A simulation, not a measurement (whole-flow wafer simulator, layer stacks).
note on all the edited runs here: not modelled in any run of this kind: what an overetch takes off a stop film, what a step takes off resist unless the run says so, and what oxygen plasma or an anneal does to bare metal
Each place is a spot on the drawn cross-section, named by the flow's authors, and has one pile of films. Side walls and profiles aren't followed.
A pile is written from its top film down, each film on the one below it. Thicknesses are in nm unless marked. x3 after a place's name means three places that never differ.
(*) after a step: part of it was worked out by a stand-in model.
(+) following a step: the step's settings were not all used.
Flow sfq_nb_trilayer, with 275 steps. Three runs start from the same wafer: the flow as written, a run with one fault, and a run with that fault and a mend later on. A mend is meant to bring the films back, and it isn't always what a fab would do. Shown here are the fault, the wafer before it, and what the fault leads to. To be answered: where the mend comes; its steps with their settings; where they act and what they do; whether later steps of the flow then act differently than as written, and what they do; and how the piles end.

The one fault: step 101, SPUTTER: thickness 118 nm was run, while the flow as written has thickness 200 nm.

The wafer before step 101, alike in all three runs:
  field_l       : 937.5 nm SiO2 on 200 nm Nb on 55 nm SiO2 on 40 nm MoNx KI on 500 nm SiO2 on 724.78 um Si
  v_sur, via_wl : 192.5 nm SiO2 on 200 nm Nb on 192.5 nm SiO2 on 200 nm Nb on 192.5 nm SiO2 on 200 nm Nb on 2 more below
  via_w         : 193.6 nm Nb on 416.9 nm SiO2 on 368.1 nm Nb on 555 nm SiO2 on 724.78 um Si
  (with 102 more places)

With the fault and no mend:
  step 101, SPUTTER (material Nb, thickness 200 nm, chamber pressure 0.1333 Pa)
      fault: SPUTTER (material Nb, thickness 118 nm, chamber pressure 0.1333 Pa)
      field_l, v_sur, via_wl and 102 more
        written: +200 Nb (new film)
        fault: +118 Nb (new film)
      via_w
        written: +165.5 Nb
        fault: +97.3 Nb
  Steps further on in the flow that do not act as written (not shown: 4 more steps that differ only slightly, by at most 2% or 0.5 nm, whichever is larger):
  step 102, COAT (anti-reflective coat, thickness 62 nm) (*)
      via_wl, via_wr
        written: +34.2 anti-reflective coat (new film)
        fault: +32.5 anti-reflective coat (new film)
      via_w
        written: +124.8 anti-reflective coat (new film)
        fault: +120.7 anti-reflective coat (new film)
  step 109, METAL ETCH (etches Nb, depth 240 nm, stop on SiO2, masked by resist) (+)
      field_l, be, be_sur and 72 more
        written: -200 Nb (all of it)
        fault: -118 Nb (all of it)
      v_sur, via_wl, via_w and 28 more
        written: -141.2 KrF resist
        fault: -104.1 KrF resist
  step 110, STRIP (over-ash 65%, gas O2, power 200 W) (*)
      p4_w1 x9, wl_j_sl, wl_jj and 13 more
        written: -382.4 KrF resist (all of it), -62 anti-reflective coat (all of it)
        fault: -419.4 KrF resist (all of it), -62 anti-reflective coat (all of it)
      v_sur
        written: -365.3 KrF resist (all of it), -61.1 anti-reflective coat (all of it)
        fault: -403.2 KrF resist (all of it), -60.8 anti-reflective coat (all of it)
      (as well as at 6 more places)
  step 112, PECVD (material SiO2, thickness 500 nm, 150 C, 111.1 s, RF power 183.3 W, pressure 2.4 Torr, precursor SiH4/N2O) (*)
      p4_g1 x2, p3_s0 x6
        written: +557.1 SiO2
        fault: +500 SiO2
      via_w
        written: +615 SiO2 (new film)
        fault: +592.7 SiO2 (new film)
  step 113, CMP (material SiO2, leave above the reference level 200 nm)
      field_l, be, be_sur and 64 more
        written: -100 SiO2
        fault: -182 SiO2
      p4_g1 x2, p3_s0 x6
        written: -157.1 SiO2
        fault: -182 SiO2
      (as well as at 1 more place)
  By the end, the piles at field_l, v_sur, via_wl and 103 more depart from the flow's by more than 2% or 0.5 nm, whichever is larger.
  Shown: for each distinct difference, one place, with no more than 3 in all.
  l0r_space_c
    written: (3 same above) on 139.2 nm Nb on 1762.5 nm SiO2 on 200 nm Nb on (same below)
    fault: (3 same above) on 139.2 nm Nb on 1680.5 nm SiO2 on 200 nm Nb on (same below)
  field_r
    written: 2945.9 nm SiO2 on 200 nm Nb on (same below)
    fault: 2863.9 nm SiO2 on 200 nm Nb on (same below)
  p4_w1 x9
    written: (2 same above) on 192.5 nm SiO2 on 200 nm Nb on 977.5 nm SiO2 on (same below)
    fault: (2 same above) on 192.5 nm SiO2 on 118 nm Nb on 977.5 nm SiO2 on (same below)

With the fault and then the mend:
  The mend follows step 107.
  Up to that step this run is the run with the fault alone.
  step 107a, STRIP (over-ash 65%, gas O2, power 200 W) (*)
      p4_fl x3, p4_g1 x2, p3_s0 x6 and 42 more
        -62 anti-reflective coat (all of it)
      p4_w1 x9, wl_j_sl, wl_jj and 13 more
        -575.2 KrF resist (all of it), -62 anti-reflective coat (all of it)
      r_sur, res, r_end and 9 more
        -61.8 anti-reflective coat (all of it)
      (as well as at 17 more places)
  step 107b, SPUTTER (material Nb, thickness 82 nm, chamber pressure 0.1333 Pa) (a further turn of the flow's step 101, with different settings)
      field_l, v_sur, via_wl and 102 more
        +82 Nb
      via_w
        +65.6 Nb
  step 107c, COAT (anti-reflective coat, thickness 62 nm) (*) (a further turn of the flow's step 102)
      p4_fl x3, p4_w1 x9, p4_g1 x2 and 63 more
        +62 anti-reflective coat (new film)
      res, r_end, moat and 8 more
        +61.8 anti-reflective coat (new film)
      jj_sur, ce_l, c5j, ce_r, sp_r, be_r, r_sur
        +61.7 anti-reflective coat (new film)
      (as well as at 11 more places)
  step 107d, COAT (KrF resist, thickness 600 nm) (*) (a further turn of the flow's step 103)
      p4_fl x3, p4_w1 x9, p4_g1 x2 and 63 more
        +600 KrF resist (new film)
      r_end, moat, field_r, lsp_l, lsp_r, l0_sur
        +599.4 KrF resist (new film)
      be_r, r_sur, res, l0v
        +599.3 KrF resist (new film)
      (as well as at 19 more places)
  step 107e, SOFTBAKE (KrF resist) (a further turn of the flow's step 104)
      leaves every film unchanged at each place that is followed
  step 107f, EXPOSE (photomask M3, dose 12.11 mJ/cm2, NA 0.6, wavelength 248 nm) (*) (a further turn of the flow's step 105)
      leaves every film unchanged at each place that is followed
  step 107g, PEB (KrF resist, 90 s) (a further turn of the flow's step 106)
      wire, be, be_sur and 96 more
        -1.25 KrF resist
      field_l, via_v
        -1.24 KrF resist
      via_wl, via_wr
        -1.26 KrF resist
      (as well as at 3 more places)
  step 107h, DEVELOP (KrF resist, thickness 600 nm, 60 s) (a further turn of the flow's step 107)
      p4_fl x3, p4_g1 x2, p3_s0 x6 and 42 more
        -598.7 KrF resist (all of it)
      v_sur, via_wl, via_w and 28 more
        -23.5 KrF resist
      field_r, lsp_l, ln_m5, lsp_m, ln_m6, lsp_r, l0_sur
        -598.2 KrF resist (all of it)
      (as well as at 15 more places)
  Every later step of the flow that is run acts as written, at every place that is followed, to within 2% or 0.5 nm, whichever is larger.
  At the end the piles are close to the flow's at the places that both follow, differing by at most 2% or 0.5 nm, whichever is larger.
